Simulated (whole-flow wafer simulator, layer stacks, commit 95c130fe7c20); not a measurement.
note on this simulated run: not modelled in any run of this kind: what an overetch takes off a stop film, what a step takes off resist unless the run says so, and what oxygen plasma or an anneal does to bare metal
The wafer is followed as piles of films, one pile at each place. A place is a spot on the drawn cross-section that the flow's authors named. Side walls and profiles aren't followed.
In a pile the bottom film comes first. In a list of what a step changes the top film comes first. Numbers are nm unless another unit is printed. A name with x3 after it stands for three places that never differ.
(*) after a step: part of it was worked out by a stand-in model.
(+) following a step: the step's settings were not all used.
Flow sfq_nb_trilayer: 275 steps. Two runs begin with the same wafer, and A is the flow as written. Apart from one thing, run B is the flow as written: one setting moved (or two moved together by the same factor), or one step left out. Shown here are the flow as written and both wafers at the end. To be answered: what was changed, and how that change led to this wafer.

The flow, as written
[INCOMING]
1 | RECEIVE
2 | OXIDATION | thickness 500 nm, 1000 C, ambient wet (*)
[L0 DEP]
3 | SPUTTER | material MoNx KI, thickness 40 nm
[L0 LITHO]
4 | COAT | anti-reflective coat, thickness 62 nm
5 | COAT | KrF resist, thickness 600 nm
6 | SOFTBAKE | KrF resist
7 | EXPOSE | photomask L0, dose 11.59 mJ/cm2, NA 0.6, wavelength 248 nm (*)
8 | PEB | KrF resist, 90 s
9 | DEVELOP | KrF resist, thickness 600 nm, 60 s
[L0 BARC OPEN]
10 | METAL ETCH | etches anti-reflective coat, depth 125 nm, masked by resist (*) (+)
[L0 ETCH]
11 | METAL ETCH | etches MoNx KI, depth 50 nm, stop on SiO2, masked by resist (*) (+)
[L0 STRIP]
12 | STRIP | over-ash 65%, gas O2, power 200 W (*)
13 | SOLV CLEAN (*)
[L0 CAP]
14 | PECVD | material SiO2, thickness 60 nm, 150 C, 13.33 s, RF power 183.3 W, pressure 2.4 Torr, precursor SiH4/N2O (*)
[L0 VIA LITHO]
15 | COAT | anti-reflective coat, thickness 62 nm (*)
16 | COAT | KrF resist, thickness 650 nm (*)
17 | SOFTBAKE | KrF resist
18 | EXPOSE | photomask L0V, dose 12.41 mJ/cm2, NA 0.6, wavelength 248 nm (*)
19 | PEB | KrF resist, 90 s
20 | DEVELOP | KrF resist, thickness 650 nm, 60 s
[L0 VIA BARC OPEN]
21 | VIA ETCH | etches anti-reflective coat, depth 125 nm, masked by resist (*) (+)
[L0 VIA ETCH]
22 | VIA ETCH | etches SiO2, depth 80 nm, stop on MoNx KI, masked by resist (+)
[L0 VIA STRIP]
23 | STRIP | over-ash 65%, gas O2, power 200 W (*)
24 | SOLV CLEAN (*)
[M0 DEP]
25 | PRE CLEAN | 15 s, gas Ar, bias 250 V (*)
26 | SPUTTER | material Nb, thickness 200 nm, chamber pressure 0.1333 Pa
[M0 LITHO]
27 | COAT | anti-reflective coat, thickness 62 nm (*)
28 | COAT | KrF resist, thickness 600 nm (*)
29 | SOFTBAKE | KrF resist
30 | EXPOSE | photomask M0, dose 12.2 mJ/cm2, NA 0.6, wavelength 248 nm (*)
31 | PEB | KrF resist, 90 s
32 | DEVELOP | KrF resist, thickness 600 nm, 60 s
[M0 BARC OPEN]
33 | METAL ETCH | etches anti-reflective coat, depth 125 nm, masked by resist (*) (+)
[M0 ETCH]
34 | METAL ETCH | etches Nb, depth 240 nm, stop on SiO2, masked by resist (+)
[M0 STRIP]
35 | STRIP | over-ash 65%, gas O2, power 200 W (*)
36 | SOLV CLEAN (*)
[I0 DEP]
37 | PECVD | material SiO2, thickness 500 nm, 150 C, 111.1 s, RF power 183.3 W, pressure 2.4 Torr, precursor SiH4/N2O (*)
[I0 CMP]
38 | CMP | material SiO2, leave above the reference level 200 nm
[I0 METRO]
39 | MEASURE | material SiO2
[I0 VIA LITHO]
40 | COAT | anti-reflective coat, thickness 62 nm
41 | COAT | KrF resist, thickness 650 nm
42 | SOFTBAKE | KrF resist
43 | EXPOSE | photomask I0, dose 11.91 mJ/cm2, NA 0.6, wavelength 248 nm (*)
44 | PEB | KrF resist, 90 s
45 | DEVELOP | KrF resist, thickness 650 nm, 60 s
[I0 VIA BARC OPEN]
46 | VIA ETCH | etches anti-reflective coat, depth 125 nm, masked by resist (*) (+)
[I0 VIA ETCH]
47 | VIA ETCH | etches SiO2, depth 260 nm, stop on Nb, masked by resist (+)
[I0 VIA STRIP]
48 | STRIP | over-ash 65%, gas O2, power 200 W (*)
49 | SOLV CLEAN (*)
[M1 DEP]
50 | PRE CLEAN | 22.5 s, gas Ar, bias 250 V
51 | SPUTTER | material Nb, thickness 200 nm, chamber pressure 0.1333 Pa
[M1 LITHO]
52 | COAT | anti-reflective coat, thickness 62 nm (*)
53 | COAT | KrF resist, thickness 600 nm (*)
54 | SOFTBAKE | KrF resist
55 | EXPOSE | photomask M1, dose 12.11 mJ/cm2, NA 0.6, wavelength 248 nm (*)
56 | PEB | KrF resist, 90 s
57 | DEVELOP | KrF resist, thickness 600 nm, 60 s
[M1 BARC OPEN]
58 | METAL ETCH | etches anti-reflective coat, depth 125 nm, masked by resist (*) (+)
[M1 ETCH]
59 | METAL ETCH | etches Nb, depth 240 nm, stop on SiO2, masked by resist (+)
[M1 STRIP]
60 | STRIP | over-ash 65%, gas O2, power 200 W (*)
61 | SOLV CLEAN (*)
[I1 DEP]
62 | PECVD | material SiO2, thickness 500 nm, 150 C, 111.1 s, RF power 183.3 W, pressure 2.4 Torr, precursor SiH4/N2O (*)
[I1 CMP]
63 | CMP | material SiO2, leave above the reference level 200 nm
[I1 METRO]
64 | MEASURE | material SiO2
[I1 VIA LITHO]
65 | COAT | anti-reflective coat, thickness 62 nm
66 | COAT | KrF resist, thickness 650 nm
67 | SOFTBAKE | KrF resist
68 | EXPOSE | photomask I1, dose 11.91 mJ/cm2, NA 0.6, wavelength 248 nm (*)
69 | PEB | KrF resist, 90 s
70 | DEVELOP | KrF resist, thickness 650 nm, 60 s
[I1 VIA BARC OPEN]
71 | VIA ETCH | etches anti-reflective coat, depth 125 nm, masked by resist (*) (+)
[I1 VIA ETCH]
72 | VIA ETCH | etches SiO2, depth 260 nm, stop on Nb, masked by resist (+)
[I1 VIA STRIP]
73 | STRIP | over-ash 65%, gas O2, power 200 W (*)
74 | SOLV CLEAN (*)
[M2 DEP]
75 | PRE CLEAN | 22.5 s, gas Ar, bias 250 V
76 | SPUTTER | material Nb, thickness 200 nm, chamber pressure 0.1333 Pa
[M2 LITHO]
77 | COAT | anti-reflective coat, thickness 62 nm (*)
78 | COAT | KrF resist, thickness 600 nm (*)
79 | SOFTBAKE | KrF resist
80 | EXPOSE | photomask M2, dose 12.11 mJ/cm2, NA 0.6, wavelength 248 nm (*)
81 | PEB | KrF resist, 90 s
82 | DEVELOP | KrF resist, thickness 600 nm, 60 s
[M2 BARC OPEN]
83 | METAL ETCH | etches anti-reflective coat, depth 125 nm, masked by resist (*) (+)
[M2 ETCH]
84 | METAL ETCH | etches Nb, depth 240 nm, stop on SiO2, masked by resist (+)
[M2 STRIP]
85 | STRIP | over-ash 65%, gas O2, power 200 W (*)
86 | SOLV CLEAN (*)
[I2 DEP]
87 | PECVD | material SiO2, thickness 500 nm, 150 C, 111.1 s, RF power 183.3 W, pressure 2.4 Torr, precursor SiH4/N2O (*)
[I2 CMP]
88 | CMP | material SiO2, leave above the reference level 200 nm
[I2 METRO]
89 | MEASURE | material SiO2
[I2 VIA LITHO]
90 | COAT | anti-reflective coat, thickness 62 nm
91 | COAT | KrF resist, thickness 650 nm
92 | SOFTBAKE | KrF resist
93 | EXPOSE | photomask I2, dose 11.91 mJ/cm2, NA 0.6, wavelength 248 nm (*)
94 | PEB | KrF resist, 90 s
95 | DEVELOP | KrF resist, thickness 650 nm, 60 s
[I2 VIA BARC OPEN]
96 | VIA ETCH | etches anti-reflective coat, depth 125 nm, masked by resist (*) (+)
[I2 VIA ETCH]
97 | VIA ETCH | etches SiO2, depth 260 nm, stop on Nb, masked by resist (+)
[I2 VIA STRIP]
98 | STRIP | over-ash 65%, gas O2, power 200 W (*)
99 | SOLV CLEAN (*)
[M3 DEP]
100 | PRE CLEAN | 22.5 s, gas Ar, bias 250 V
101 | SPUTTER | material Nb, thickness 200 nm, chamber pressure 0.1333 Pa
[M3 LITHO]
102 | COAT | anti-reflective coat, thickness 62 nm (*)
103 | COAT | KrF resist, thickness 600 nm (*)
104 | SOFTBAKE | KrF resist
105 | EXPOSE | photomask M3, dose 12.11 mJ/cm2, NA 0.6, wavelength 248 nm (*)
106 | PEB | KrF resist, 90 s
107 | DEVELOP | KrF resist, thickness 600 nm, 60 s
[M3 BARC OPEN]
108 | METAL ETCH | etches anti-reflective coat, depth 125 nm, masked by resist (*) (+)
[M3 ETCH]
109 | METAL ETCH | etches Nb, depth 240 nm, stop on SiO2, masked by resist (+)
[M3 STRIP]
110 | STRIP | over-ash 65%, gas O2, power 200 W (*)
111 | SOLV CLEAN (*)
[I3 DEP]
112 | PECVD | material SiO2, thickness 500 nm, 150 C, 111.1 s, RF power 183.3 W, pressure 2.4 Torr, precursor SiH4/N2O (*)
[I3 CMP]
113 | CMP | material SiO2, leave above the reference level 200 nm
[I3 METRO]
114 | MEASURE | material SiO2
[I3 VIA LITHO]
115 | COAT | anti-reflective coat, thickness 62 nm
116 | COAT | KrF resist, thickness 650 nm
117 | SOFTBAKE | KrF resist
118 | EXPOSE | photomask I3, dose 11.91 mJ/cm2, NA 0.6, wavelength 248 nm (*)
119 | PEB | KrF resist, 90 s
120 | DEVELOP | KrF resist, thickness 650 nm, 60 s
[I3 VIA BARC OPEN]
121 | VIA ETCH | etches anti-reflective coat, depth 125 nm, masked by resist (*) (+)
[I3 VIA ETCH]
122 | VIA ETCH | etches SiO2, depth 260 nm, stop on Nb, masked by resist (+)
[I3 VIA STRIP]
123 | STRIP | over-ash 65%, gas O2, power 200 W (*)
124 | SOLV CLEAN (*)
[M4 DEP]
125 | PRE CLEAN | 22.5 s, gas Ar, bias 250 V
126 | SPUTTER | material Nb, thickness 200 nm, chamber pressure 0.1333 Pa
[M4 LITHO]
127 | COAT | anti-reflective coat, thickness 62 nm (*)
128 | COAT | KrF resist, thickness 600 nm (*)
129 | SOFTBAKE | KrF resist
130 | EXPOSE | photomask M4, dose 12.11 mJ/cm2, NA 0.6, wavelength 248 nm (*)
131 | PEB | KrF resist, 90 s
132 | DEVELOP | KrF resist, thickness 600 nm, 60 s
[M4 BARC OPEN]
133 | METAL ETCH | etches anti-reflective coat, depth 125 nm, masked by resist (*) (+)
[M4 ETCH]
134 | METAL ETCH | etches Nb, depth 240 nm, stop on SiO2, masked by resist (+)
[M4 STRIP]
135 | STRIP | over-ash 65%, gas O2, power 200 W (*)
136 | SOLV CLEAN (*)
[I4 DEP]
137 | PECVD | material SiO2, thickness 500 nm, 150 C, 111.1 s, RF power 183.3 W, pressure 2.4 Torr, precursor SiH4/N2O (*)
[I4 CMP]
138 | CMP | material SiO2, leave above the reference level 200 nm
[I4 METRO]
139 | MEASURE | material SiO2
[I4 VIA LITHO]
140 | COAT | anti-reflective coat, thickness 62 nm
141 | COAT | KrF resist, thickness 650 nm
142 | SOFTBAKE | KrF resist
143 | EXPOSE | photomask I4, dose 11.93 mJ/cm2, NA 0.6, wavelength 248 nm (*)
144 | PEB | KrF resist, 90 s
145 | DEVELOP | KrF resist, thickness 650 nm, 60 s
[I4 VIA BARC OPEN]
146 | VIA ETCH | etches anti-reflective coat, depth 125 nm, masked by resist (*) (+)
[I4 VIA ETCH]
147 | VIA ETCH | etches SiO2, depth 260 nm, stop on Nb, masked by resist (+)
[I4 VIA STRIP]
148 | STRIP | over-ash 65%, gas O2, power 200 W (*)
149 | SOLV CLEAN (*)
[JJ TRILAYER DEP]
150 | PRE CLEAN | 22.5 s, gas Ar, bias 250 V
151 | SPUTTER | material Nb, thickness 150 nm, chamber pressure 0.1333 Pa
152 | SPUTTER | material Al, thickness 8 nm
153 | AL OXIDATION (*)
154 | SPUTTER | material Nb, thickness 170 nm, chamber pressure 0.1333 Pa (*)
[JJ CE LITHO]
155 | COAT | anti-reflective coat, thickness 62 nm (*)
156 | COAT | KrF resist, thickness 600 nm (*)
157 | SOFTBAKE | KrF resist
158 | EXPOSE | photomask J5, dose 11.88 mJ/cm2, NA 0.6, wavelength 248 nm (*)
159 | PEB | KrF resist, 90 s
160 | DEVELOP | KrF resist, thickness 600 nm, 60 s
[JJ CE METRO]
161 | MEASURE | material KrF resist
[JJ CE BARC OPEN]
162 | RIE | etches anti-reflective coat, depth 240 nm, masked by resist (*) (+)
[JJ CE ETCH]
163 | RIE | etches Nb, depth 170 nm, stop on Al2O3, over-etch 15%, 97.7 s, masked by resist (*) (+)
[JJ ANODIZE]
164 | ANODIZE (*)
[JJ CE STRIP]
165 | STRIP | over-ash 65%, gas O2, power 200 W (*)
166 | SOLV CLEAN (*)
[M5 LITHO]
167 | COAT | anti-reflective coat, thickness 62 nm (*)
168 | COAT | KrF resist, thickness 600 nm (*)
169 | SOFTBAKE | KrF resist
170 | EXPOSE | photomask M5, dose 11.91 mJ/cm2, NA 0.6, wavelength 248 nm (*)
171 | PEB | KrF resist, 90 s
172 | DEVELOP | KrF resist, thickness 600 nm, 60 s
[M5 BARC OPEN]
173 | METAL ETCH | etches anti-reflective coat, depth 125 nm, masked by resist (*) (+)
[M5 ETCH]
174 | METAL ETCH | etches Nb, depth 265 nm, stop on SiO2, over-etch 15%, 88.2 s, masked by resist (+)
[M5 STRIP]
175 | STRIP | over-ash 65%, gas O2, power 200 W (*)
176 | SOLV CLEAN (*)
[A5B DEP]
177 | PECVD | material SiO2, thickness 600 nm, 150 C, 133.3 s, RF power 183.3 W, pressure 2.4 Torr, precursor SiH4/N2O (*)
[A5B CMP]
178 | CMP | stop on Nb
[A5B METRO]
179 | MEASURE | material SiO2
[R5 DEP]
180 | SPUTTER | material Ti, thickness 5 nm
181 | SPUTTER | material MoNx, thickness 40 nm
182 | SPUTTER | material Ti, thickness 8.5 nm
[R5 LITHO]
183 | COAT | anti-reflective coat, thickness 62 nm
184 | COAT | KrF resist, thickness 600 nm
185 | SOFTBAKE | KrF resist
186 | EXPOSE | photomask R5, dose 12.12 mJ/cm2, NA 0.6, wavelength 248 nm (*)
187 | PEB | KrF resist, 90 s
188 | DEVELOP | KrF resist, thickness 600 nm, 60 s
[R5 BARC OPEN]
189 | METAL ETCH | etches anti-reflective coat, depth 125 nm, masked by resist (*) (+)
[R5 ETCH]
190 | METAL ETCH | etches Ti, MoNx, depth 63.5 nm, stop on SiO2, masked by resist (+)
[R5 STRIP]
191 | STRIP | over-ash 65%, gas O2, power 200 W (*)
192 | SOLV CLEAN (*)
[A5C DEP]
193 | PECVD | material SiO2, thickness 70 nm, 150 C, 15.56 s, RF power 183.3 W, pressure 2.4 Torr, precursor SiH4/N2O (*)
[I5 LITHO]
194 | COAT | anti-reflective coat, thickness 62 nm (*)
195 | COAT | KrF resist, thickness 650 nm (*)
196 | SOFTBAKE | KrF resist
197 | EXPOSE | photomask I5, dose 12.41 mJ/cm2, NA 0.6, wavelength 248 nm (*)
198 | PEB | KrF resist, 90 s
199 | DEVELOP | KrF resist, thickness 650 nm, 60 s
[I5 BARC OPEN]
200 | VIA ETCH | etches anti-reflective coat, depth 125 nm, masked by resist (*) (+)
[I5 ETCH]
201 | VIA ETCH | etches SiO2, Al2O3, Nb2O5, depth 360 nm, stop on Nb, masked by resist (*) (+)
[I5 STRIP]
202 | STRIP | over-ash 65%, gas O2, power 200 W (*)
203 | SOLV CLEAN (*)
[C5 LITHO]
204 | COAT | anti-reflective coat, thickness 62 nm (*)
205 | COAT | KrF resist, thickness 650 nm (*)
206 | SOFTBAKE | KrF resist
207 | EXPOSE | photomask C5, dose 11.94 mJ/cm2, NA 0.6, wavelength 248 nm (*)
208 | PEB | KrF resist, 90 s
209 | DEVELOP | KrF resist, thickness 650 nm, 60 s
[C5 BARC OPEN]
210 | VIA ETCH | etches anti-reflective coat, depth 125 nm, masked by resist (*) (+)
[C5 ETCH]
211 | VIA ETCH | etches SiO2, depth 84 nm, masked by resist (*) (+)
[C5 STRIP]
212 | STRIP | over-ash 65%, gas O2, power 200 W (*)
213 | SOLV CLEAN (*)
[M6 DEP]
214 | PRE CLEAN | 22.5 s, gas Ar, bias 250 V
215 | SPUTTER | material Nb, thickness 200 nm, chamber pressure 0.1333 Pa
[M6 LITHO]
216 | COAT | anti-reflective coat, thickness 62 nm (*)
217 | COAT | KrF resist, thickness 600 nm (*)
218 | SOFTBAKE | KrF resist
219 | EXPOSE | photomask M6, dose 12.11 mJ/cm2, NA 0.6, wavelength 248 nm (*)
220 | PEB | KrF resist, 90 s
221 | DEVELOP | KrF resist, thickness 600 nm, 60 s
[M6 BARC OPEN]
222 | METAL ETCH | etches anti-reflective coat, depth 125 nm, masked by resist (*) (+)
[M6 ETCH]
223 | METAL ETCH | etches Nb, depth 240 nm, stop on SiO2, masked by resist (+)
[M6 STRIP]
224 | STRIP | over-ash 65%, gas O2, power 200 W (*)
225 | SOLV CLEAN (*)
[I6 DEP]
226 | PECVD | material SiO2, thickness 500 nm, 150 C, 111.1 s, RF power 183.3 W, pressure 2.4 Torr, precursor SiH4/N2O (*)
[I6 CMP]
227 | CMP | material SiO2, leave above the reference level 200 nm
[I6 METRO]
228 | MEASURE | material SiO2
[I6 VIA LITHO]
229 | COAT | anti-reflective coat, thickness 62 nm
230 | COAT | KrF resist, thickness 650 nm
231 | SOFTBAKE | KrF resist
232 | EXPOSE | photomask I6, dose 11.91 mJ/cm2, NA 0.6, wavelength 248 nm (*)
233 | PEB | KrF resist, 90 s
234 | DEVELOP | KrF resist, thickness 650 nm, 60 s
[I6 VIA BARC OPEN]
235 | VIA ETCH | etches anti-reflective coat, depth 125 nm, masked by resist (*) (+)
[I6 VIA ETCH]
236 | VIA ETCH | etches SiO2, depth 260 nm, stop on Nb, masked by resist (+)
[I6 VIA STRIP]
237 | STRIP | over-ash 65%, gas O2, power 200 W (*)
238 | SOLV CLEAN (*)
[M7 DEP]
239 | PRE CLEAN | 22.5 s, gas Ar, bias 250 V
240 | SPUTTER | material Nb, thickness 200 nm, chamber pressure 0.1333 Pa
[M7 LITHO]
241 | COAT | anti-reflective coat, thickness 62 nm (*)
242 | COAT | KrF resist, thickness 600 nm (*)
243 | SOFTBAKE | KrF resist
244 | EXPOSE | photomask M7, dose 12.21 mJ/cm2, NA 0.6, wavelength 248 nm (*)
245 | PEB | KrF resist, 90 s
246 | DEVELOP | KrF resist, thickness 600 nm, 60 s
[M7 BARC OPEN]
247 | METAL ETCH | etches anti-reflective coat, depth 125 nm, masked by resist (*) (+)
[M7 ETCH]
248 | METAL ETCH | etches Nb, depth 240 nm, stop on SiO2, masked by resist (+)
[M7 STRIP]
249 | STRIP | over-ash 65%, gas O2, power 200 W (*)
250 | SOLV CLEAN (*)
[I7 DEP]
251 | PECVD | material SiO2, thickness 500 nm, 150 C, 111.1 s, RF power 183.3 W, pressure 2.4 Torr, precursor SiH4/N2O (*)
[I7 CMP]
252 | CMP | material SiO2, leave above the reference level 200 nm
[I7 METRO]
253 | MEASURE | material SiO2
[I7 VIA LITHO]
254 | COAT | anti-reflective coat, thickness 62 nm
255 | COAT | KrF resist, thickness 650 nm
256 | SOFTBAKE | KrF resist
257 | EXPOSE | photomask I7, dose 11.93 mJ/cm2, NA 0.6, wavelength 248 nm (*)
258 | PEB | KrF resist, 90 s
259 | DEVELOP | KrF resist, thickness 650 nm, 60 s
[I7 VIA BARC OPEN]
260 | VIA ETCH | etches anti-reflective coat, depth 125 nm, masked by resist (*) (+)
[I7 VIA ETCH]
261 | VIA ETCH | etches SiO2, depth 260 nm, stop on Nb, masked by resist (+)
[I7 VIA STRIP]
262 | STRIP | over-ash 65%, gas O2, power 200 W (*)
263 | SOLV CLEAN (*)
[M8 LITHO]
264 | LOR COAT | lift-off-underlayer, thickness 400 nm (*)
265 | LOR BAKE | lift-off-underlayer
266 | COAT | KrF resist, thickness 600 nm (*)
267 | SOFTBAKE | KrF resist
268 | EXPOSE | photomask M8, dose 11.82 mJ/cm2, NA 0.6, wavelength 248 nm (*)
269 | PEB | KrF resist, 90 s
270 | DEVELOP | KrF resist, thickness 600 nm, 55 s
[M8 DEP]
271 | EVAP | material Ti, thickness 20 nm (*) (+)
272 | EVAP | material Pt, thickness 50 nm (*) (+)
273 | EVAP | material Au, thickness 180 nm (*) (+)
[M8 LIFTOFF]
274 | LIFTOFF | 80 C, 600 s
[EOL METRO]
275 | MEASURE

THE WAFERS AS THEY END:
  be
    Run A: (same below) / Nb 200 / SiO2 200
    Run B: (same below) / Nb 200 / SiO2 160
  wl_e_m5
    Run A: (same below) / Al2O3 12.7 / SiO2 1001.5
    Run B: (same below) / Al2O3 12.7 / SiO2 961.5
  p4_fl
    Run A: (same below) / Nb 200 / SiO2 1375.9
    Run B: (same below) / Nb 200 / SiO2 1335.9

What caused this: step 252, CMP: leave above the reference level 160 nm was run, while the flow as written has leave above the reference level 200 nm.
One can read it off the wafer: be has SiO2 160, and step 252 as written asks for 200 nm.

How this came from the change, step by step:
  252 | CMP | material SiO2, leave above the reference level 200 nm
      field_l, p4_fl, p4_fm and 56 more: A -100 SiO2 | B -140 SiO2
      v_sur, via_wl, via_w and 37 more: A -300 SiO2 | B -340 SiO2
      (as well as at 7 more places)
  261 | VIA ETCH | etches SiO2, depth 260 nm, stop on Nb, masked by resist (+)
      field_l, v_sur, via_sp and 100 more: A -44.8 KrF resist | B -41.3 KrF resist
      via_wl, via_w, via_wr: A -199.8 SiO2 (all of it) | B -159.8 SiO2 (all of it)
  264 | LOR COAT | lift-off-underlayer, thickness 400 nm (*)
      via_wl, via_wr: A +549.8 lift-off-underlayer (new film) | B +519.8 lift-off-underlayer (new film)
      via_w: A +536.4 lift-off-underlayer (new film) | B +509.1 lift-off-underlayer (new film)
  270 | DEVELOP | KrF resist, thickness 600 nm, 55 s
      via_wl: A -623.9 KrF resist (all of it), -549.8 lift-off-underlayer (all of it) | B -618.8 KrF resist (all of it), -519.8 lift-off-underlayer (all of it)
      via_w: A -635.4 KrF resist (all of it), -536.4 lift-off-underlayer (all of it) | B -628.1 KrF resist (all of it), -509.1 lift-off-underlayer (all of it)
      (as well as at 1 more place)
